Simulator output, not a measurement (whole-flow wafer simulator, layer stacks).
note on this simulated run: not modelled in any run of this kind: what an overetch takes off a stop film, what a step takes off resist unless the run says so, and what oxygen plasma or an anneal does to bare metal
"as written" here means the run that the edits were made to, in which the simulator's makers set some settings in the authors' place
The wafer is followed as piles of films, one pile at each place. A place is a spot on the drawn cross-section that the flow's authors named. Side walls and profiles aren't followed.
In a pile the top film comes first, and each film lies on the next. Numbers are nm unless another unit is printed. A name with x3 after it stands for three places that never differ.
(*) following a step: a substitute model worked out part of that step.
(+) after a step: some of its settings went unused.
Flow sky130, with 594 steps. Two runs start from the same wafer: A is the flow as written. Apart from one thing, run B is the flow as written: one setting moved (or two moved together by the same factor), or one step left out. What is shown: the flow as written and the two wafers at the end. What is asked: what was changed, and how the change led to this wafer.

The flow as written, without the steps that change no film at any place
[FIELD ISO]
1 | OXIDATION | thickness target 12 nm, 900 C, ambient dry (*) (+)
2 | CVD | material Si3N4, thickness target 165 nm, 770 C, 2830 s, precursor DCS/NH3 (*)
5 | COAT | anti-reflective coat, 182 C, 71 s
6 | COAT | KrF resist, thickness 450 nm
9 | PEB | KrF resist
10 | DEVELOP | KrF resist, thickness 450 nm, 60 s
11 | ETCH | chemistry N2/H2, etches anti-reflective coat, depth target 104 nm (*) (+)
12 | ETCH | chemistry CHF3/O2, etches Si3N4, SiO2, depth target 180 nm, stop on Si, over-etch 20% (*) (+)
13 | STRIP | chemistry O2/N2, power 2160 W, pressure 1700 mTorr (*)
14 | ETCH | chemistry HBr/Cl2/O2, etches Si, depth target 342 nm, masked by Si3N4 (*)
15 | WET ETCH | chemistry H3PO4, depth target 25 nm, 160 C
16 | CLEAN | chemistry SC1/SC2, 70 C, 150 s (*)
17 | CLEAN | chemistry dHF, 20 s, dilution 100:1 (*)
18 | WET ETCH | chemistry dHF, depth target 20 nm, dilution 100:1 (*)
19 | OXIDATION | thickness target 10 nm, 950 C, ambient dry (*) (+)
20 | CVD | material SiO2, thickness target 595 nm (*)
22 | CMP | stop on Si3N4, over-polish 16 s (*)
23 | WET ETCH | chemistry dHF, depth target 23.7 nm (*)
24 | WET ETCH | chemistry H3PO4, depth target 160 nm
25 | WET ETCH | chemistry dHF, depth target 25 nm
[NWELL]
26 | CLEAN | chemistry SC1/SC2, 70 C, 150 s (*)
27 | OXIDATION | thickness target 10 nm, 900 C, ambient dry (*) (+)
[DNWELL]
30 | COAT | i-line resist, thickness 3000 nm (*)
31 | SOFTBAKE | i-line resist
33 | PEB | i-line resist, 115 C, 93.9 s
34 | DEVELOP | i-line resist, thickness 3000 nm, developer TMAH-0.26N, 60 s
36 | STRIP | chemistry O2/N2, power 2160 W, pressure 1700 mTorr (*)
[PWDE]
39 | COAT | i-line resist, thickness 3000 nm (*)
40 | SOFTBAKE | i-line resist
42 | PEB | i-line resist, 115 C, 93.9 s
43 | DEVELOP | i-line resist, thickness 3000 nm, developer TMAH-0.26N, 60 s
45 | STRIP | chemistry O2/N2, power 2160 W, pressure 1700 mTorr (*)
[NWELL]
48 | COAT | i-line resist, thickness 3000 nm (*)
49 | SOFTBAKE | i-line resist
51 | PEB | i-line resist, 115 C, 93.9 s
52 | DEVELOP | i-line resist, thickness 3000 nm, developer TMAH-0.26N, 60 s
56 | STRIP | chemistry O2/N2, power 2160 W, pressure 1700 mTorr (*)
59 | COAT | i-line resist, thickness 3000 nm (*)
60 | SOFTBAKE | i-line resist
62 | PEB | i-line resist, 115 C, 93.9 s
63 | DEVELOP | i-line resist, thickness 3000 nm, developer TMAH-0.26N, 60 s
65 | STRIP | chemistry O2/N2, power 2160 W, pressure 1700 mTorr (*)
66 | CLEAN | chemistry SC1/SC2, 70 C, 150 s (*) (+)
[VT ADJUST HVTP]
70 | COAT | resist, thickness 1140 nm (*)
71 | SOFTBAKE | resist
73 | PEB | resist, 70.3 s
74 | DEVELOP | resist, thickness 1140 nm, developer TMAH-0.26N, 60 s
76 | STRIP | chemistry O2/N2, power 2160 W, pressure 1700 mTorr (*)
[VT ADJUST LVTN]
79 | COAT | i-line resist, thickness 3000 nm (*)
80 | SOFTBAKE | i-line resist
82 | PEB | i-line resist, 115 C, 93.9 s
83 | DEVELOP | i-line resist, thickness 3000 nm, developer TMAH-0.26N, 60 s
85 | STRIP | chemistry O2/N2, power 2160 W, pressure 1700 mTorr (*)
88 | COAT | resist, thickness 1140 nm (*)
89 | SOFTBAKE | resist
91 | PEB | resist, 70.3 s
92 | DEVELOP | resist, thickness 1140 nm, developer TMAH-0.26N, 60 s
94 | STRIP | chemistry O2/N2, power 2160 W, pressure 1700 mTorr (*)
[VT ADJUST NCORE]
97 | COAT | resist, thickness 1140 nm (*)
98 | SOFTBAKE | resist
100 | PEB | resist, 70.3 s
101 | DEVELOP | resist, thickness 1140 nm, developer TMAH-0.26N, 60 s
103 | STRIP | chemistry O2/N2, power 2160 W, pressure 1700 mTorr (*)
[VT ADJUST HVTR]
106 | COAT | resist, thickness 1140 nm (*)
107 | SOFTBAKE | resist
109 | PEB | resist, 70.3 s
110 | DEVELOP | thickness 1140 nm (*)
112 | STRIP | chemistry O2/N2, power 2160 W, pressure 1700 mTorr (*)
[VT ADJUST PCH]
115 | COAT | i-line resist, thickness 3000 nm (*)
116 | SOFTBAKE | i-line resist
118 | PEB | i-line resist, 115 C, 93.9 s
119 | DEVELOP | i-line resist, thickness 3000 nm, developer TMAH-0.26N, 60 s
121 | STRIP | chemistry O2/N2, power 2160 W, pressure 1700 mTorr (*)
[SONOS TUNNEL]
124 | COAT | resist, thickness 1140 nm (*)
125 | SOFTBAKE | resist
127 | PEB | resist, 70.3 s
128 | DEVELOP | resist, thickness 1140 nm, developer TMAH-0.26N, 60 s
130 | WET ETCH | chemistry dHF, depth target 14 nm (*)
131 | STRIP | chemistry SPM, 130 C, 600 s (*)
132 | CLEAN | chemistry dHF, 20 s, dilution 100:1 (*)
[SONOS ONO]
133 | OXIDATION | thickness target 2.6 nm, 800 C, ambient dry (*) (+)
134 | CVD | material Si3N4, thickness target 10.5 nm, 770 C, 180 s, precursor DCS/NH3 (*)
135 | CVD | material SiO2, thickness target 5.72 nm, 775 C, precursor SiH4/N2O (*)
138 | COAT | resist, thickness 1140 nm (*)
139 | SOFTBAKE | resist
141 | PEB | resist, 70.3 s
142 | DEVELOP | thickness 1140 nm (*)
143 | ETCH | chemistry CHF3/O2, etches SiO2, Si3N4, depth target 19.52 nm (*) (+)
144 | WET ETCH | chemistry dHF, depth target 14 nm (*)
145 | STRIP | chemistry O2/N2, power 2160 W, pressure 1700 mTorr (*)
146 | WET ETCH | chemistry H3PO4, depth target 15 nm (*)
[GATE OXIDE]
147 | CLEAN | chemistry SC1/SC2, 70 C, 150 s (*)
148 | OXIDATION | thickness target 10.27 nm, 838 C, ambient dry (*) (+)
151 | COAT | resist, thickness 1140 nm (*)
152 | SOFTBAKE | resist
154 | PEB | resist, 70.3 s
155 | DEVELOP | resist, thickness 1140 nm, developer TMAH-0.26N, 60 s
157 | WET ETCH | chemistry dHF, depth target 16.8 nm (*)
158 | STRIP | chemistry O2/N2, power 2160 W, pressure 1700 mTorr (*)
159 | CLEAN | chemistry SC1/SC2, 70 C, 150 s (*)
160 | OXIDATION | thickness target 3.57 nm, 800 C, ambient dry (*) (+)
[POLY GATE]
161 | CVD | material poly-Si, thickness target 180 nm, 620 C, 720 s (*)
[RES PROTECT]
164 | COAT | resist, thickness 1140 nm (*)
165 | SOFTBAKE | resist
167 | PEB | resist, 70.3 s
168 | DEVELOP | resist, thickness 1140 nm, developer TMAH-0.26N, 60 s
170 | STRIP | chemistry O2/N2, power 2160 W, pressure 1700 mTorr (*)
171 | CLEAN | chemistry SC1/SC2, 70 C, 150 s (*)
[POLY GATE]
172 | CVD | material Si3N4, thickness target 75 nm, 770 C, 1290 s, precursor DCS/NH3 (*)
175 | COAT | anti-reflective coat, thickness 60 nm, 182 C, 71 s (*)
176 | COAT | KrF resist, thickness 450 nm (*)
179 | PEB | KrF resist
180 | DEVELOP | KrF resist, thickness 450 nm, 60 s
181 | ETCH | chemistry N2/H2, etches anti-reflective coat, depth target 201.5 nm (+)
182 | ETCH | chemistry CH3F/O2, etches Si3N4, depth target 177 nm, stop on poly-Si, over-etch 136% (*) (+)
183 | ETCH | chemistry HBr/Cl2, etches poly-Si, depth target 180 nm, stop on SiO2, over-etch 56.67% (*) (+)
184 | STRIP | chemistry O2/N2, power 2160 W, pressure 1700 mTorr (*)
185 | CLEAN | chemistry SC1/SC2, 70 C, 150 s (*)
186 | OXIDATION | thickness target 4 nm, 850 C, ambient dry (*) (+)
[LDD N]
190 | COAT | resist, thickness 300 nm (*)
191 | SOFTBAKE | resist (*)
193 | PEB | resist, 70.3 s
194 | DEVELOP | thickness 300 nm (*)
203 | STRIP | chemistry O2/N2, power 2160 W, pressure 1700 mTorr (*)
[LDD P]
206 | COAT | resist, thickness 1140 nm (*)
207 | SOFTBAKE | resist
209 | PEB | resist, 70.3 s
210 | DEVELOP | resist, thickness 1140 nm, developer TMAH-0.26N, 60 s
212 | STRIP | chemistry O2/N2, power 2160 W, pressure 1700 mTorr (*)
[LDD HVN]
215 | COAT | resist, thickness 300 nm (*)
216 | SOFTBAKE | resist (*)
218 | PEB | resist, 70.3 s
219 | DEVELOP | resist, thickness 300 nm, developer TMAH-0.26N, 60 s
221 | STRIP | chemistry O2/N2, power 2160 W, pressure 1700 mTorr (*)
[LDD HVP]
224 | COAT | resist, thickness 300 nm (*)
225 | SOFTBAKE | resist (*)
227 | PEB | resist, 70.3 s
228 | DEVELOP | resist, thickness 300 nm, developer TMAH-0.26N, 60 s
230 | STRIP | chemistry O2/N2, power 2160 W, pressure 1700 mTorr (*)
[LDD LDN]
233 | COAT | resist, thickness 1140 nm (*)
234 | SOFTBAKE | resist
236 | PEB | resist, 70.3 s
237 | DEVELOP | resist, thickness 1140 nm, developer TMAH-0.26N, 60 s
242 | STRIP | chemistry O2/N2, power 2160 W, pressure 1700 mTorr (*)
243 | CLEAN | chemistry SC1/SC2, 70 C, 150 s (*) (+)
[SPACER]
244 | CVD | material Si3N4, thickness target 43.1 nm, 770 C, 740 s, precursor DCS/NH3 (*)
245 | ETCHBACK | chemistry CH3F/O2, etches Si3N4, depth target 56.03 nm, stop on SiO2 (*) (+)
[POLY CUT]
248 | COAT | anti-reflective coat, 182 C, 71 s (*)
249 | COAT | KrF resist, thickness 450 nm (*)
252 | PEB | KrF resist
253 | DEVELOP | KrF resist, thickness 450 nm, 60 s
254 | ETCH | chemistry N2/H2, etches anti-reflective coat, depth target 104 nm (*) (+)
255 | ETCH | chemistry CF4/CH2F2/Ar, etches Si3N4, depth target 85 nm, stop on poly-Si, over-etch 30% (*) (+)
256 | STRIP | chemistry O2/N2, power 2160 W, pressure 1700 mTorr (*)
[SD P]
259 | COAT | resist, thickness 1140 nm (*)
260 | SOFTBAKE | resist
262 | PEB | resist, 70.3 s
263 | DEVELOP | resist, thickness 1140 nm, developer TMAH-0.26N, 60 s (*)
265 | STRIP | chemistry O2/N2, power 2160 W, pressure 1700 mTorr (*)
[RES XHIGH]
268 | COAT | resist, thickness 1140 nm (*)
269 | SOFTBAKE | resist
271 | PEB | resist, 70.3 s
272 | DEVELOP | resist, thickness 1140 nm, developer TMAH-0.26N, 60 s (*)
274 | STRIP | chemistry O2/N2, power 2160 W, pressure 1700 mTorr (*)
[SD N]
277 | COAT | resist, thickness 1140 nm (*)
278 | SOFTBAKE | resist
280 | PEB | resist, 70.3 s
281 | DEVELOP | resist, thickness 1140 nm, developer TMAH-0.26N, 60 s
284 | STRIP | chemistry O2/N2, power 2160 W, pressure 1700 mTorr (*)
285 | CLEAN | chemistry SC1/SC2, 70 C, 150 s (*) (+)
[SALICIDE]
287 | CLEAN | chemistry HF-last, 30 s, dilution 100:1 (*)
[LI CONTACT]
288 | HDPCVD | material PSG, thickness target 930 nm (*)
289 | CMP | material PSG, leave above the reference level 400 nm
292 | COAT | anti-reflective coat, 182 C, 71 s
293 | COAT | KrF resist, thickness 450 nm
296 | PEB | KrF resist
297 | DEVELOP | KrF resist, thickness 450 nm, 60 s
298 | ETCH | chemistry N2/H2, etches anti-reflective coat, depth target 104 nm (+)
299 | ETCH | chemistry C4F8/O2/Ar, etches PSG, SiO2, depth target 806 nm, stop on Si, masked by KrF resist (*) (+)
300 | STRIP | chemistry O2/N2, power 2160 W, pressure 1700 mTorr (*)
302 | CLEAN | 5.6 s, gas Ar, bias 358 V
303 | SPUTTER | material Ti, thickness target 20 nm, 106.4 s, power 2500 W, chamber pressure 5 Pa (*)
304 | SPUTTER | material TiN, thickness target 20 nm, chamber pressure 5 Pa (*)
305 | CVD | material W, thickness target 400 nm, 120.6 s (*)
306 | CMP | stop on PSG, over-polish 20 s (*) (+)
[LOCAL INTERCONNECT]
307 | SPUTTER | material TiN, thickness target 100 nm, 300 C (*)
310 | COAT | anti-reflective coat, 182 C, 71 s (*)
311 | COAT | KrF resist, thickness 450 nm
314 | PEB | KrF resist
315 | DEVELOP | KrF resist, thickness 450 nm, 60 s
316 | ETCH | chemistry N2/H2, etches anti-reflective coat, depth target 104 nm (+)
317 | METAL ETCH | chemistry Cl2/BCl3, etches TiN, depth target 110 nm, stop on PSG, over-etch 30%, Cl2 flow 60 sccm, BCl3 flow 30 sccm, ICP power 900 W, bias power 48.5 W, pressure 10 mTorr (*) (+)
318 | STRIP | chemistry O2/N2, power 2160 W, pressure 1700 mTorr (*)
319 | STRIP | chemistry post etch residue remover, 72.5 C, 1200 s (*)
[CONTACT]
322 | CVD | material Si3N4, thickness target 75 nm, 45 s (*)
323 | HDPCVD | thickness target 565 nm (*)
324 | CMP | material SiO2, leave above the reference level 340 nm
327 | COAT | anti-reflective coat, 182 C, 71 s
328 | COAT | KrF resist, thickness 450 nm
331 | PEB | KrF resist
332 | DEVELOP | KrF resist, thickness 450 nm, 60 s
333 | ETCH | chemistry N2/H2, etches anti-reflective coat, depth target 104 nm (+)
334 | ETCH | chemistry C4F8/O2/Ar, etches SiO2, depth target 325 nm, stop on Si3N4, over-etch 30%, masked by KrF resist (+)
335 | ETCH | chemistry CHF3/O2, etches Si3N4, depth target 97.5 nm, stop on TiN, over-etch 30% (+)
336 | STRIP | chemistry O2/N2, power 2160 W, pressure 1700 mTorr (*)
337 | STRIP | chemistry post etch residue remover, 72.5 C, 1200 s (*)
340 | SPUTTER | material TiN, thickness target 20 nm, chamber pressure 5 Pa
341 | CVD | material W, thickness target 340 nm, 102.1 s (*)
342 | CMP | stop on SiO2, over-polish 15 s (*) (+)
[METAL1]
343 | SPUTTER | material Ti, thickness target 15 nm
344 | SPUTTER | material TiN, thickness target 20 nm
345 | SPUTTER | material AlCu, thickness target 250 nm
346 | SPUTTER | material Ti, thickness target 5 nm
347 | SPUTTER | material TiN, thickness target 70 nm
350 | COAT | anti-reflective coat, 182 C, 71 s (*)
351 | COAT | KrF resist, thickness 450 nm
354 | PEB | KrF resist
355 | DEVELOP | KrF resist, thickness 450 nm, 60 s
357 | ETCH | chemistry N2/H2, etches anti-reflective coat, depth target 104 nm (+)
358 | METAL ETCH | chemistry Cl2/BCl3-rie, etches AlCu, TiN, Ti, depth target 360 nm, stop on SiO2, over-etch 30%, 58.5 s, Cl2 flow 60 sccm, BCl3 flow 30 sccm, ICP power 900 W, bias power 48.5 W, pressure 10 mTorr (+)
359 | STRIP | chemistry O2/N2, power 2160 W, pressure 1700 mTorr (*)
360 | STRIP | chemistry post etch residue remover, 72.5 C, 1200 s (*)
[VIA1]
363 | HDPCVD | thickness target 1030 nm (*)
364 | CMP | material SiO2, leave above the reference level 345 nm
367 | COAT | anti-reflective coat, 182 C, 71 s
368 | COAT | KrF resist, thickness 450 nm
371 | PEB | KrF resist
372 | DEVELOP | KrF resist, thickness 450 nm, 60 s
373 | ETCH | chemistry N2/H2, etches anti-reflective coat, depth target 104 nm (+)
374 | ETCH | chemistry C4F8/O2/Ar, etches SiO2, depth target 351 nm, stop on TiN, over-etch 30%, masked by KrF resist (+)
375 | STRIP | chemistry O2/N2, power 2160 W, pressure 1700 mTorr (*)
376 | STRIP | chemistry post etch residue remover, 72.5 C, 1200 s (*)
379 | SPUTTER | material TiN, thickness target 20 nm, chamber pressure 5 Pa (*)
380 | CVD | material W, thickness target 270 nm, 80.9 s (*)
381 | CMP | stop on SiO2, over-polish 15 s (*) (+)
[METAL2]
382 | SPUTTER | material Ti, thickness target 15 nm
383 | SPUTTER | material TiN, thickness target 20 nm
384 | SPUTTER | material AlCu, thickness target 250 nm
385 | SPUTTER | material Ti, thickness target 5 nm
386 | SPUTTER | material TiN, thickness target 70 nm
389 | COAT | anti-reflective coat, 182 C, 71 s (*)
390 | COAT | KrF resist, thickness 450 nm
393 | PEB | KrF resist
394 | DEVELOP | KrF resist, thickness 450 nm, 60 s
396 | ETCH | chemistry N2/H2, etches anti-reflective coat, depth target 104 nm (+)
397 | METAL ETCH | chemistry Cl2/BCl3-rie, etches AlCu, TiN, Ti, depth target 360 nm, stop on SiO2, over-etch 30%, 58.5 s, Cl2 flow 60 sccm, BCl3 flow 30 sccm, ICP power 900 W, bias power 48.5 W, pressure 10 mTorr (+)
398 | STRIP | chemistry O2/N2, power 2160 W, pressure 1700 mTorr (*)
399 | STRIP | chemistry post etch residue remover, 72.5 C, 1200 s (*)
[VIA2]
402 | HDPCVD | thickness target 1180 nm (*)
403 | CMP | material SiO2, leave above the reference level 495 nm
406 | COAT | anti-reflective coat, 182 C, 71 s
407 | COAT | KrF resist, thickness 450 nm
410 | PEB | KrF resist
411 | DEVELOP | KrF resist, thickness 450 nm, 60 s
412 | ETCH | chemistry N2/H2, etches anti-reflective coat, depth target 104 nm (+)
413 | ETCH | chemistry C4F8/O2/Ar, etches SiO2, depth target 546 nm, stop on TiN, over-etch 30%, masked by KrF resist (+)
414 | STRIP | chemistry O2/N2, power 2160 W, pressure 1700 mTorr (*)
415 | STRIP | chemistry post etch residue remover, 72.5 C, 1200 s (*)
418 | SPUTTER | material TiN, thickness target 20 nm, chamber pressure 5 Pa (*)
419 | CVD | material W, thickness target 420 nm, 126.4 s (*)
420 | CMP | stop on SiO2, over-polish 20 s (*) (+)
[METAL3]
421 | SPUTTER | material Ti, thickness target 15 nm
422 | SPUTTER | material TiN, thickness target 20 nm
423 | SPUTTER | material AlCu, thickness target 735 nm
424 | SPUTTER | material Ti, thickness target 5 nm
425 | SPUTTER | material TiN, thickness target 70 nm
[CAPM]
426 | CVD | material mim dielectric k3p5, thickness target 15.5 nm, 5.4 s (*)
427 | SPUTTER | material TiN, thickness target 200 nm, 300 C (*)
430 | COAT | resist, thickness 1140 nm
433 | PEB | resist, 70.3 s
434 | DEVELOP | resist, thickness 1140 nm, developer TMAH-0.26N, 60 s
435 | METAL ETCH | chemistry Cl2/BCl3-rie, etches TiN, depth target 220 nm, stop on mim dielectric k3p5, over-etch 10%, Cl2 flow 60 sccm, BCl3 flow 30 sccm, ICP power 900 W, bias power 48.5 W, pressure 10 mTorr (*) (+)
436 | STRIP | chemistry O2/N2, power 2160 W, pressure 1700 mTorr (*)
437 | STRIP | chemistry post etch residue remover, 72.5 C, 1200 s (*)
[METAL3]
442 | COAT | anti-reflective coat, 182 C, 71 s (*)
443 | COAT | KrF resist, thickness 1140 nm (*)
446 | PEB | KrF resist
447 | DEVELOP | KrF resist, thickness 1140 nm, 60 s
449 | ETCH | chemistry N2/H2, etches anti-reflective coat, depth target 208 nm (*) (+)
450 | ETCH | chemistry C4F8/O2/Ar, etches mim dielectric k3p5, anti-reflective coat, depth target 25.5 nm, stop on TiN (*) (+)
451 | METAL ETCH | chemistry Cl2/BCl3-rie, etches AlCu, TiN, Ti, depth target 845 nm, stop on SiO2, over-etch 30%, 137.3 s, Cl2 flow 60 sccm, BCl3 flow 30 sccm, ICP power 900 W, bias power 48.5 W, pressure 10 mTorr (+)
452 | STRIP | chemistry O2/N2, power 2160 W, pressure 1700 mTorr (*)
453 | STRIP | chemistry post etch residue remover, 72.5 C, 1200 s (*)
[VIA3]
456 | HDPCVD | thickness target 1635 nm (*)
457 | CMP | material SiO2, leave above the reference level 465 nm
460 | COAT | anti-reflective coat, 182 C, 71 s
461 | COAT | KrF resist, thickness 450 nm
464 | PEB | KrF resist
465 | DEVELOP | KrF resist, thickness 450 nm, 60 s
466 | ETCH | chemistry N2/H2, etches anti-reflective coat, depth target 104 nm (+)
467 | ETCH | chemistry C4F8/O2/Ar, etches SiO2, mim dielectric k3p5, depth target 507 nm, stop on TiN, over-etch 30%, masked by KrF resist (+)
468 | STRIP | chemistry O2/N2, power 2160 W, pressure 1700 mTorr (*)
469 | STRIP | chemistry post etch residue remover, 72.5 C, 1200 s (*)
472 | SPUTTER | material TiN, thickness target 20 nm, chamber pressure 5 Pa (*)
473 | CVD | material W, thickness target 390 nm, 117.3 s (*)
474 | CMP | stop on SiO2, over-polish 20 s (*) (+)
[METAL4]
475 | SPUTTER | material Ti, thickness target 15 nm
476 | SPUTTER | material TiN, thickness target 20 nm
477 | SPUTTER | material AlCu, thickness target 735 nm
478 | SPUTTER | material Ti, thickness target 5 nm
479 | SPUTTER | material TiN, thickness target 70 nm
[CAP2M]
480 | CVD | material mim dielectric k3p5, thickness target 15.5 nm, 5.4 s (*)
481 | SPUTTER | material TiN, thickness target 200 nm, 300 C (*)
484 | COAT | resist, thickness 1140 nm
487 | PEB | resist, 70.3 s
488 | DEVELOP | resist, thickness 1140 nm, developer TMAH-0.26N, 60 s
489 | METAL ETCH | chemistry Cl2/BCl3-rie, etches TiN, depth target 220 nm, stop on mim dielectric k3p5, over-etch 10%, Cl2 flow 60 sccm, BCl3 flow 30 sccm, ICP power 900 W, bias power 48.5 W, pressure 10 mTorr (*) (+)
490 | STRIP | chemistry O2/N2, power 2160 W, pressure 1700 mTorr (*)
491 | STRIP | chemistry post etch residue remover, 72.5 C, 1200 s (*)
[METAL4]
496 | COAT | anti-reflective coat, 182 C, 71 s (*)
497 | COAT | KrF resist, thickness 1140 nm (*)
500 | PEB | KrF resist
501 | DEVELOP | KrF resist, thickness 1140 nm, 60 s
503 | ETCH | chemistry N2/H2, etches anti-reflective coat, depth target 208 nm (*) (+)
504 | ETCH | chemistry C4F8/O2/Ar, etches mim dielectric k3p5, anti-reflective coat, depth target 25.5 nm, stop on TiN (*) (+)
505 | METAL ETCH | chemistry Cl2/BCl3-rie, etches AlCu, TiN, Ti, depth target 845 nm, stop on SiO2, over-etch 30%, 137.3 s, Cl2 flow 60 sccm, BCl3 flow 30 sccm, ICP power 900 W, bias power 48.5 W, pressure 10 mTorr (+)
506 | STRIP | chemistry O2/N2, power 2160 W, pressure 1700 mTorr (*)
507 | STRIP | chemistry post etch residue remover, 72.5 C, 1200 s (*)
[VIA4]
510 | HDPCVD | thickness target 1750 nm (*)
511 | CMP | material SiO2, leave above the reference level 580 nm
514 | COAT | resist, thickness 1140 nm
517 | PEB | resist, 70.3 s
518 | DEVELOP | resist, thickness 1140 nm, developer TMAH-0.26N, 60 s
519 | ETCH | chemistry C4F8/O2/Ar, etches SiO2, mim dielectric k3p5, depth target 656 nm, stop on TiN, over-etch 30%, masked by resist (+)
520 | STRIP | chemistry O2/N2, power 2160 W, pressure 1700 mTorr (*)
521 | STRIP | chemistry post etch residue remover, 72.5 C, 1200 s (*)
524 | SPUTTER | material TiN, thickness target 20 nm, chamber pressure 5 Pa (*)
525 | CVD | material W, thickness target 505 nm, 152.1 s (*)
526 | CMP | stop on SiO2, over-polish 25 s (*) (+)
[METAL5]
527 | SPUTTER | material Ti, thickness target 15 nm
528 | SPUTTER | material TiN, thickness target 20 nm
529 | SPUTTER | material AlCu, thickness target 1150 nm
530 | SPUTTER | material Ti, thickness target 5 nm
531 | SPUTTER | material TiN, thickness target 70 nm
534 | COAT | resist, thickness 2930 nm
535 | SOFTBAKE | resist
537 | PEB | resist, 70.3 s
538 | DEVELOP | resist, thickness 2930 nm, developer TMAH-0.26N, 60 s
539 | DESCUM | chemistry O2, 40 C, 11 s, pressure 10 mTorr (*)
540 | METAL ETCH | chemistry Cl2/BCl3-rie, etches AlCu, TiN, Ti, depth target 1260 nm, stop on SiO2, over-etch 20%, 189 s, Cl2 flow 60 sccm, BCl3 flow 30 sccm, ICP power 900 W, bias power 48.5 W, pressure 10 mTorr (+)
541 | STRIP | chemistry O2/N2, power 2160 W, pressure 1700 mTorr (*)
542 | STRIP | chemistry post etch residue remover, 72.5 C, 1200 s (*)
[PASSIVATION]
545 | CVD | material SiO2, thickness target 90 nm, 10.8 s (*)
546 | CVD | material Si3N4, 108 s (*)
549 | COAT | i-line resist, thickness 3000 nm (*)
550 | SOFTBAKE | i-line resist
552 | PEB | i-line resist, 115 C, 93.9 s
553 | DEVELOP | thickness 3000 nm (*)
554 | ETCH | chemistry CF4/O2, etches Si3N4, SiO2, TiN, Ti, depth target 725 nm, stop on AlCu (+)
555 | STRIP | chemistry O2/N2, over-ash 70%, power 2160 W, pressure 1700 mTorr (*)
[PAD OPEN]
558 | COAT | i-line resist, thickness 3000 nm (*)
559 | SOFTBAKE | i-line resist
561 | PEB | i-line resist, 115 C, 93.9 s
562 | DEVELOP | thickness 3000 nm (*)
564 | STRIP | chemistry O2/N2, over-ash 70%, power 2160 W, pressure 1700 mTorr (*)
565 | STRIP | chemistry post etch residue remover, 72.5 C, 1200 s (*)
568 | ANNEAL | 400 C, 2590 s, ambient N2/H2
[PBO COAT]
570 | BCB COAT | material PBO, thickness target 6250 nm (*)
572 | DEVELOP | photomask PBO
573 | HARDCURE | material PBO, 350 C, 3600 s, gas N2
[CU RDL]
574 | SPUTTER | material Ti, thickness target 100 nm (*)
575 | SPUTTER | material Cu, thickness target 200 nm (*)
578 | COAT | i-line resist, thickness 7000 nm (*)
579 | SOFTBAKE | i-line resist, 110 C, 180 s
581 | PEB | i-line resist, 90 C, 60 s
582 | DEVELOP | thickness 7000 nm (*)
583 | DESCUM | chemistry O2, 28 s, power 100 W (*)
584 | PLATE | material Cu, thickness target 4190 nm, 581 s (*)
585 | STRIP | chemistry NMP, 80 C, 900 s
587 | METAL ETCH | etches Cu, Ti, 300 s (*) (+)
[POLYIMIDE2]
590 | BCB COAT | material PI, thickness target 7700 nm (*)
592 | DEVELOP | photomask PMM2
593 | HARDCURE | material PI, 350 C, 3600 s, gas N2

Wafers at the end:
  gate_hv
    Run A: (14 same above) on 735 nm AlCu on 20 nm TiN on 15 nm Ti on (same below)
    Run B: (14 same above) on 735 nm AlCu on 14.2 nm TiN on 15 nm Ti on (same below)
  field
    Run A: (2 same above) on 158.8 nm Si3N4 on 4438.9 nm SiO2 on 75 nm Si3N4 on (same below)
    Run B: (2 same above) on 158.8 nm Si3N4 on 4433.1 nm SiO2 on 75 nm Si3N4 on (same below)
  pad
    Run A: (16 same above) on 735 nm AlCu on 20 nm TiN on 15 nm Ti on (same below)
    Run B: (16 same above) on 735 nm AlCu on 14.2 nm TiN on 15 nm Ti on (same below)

Cause: step 422, SPUTTER: thickness target 14.2 nm was run, whereas the flow has thickness target 20 nm.
One can read it off the wafer: gate_hv has TiN 14.2, and step 422 as written asks for 20 nm.

How this came from the change, step by step:
  422 | SPUTTER | material TiN, thickness target 20 nm
      field, active, n_well and 188 more: A TiN gains 20 (new film) | B TiN gains 14.2 (new film)
  451 | METAL ETCH | chemistry Cl2/BCl3-rie, etches AlCu, TiN, Ti, depth target 845 nm, stop on SiO2, over-etch 30%, 137.3 s, Cl2 flow 60 sccm, BCl3 flow 30 sccm, ICP power 900 W, bias power 48.5 W, pressure 10 mTorr (+)
      field, gate, spacer and 68 more: A TiN loses 70 (all of it), Ti loses 5 (all of it), AlCu loses 735 (all of it), TiN loses 20 (all of it), Ti loses 15 (all of it), SiO2 loses 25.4 | B TiN loses 70 (all of it), Ti loses 5 (all of it), AlCu loses 735 (all of it), TiN loses 14.2 (all of it), Ti loses 15 (all of it), SiO2 loses 25.9
      active, vpp_ln, vpp_iso2 and 11 more: A TiN loses 70 (all of it), Ti loses 5 (all of it), AlCu loses 735 (all of it), TiN loses 20 (all of it), Ti loses 15 (all of it), SiO2 loses 25.3 | B TiN loses 70 (all of it), Ti loses 5 (all of it), AlCu loses 735 (all of it), TiN loses 14.2 (all of it), Ti loses 15 (all of it), SiO2 loses 25.9
